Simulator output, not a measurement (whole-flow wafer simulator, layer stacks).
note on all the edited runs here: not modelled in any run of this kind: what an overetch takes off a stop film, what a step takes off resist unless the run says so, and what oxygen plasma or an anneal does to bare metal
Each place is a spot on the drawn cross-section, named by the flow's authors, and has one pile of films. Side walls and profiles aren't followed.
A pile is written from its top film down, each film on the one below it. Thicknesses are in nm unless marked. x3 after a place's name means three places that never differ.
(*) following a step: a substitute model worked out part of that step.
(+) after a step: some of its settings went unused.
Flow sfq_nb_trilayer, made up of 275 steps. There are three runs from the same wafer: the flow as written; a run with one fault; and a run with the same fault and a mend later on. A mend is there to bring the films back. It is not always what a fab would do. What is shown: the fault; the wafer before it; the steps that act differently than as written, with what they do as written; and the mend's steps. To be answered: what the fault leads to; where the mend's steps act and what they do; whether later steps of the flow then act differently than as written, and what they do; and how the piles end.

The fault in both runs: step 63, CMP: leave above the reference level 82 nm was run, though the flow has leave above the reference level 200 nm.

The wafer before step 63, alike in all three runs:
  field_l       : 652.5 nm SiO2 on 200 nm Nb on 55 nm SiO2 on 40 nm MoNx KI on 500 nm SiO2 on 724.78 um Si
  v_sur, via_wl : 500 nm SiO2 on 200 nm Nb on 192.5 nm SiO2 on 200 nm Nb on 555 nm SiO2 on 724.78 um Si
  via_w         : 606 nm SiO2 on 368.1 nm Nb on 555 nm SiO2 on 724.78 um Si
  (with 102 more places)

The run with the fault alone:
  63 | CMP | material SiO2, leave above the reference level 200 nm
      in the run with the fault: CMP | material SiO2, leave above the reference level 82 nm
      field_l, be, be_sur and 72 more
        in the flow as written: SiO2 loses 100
        in the run with the fault: SiO2 loses 218
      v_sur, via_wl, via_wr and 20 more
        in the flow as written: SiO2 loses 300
        in the run with the fault: SiO2 loses 418
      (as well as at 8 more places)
  Steps later in the flow that act otherwise than as written (not shown: 5 more steps that differ only slightly, by at most 2% or 0.5 nm, whichever is larger):
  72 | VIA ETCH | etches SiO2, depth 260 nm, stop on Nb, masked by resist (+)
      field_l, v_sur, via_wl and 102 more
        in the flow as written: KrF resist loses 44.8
        in the run with the fault: KrF resist loses 21.2
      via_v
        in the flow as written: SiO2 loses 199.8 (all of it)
        in the run with the fault: SiO2 loses 81.8 (all of it)
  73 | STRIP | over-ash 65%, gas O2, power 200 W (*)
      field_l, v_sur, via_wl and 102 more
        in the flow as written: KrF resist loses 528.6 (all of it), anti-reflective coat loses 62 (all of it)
        in the run with the fault: KrF resist loses 552.3 (all of it), anti-reflective coat loses 62 (all of it)
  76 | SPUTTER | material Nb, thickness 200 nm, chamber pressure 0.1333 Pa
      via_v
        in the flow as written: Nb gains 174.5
        in the run with the fault: Nb gains 196.9
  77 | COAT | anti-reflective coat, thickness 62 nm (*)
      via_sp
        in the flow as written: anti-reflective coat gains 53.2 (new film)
        in the run with the fault: anti-reflective coat gains 54.7 (new film)
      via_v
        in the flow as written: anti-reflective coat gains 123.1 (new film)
        in the run with the fault: anti-reflective coat gains 94.5 (new film)
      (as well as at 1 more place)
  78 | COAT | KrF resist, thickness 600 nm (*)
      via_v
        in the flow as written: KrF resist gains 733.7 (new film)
        in the run with the fault: KrF resist gains 640.1 (new film)
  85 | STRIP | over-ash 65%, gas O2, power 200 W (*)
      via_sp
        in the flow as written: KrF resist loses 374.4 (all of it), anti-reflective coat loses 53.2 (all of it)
        in the run with the fault: KrF resist loses 382.6 (all of it), anti-reflective coat loses 54.7 (all of it)
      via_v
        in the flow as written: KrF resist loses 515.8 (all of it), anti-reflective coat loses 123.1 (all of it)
        in the run with the fault: KrF resist loses 422.4 (all of it), anti-reflective coat loses 94.5 (all of it)
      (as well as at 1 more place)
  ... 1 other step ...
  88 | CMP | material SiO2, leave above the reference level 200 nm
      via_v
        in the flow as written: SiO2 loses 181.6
        in the run with the fault: SiO2 loses 216
  The piles end different from the flow's at field_l, v_sur, via_wl and 103 more by more than 2% or 0.5 nm, whichever is larger.
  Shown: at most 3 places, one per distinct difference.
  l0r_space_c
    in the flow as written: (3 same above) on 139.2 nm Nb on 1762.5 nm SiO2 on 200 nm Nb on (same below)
    in the run with the fault: (3 same above) on 139.2 nm Nb on 1644.5 nm SiO2 on 200 nm Nb on (same below)
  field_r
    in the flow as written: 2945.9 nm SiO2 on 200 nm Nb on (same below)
    in the run with the fault: 2827.9 nm SiO2 on 200 nm Nb on (same below)
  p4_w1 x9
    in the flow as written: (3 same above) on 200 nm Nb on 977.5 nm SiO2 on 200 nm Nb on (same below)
    in the run with the fault: (3 same above) on 200 nm Nb on 859.5 nm SiO2 on 200 nm Nb on (same below)

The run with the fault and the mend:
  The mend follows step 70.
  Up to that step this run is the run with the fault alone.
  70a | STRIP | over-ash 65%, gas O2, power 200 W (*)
      field_l, v_sur, via_wl and 102 more
        KrF resist loses 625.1 (all of it), anti-reflective coat loses 62 (all of it)
      via_v
        anti-reflective coat loses 62 (all of it)
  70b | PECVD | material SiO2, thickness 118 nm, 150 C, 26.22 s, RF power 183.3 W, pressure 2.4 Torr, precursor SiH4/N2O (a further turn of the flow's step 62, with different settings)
      field_l, v_sur, via_wl and 103 more
        SiO2 gains 118
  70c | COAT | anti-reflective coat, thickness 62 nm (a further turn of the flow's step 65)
      field_l, v_sur, via_wl and 103 more
        anti-reflective coat gains 62 (new film)
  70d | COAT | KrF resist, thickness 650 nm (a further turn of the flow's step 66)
      field_l, v_sur, via_wl and 103 more
        KrF resist gains 650 (new film)
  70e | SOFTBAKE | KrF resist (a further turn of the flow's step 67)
      does not change any film at any place that is followed
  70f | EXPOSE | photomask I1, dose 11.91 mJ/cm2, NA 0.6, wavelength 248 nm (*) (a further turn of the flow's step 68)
      does not change any film at any place that is followed
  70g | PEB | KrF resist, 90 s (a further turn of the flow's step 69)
      field_l, v_sur, via_wl and 103 more
        KrF resist loses 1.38
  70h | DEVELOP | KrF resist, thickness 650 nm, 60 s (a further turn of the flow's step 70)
      field_l, v_sur, via_wl and 102 more
        KrF resist loses 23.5
      via_v
        KrF resist loses 648.6 (all of it)
  None of the later steps of the flow differs from how it acts as written, at any place that is followed, by more than 2% or 0.5 nm, whichever is larger.
  The piles end the same as the flow's at every place that both follow.
